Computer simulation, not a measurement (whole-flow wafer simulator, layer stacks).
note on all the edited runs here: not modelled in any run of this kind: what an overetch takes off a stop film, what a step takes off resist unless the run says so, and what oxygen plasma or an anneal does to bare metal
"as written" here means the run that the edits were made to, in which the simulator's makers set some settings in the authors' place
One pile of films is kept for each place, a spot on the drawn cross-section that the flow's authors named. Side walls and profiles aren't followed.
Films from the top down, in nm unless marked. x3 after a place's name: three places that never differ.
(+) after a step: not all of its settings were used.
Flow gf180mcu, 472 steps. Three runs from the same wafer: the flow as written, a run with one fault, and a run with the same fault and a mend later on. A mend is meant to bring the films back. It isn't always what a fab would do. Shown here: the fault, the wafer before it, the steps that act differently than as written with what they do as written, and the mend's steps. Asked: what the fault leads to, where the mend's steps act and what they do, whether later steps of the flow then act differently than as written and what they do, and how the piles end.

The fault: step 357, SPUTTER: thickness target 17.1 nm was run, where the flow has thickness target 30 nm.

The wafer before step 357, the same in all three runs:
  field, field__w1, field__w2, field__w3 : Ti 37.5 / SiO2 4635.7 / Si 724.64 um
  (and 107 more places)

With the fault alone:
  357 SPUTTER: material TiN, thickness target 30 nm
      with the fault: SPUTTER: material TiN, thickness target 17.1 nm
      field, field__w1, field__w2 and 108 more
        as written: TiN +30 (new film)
        with the fault: TiN +17.1 (new film)
  Later steps of the flow that act differently than as written:
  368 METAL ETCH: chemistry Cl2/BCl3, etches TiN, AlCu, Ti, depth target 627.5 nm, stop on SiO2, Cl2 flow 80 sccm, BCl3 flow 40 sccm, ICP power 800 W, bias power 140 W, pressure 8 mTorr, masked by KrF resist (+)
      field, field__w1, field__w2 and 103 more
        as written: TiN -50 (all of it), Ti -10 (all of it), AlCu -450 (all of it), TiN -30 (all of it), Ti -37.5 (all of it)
        with the fault: TiN -50 (all of it), Ti -10 (all of it), AlCu -450 (all of it), TiN -17.1 (all of it), Ti -37.5 (all of it)
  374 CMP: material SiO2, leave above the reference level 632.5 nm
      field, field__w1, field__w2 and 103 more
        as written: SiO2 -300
        with the fault: SiO2 -312.9
  At the end the piles differ from the flow's by more than 2% or 0.5 nm, whichever is larger, at field__w8, contact, m1, m1__w1, m1_nw.
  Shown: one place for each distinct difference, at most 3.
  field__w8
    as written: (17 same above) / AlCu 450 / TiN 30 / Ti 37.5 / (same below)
    with the fault: (17 same above) / AlCu 450 / TiN 17.1 / Ti 37.5 / (same below)
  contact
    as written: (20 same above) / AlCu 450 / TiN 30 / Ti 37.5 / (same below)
    with the fault: (20 same above) / AlCu 450 / TiN 17.1 / Ti 37.5 / (same below)

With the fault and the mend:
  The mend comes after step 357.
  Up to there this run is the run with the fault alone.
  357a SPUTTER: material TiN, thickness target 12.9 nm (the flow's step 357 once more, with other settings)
      field, field__w1, field__w2 and 108 more
        TiN +12.9
  No later step of the flow acts differently than as written at any place that is followed.
  At the end the piles are the same as the flow's at every place that both follow.
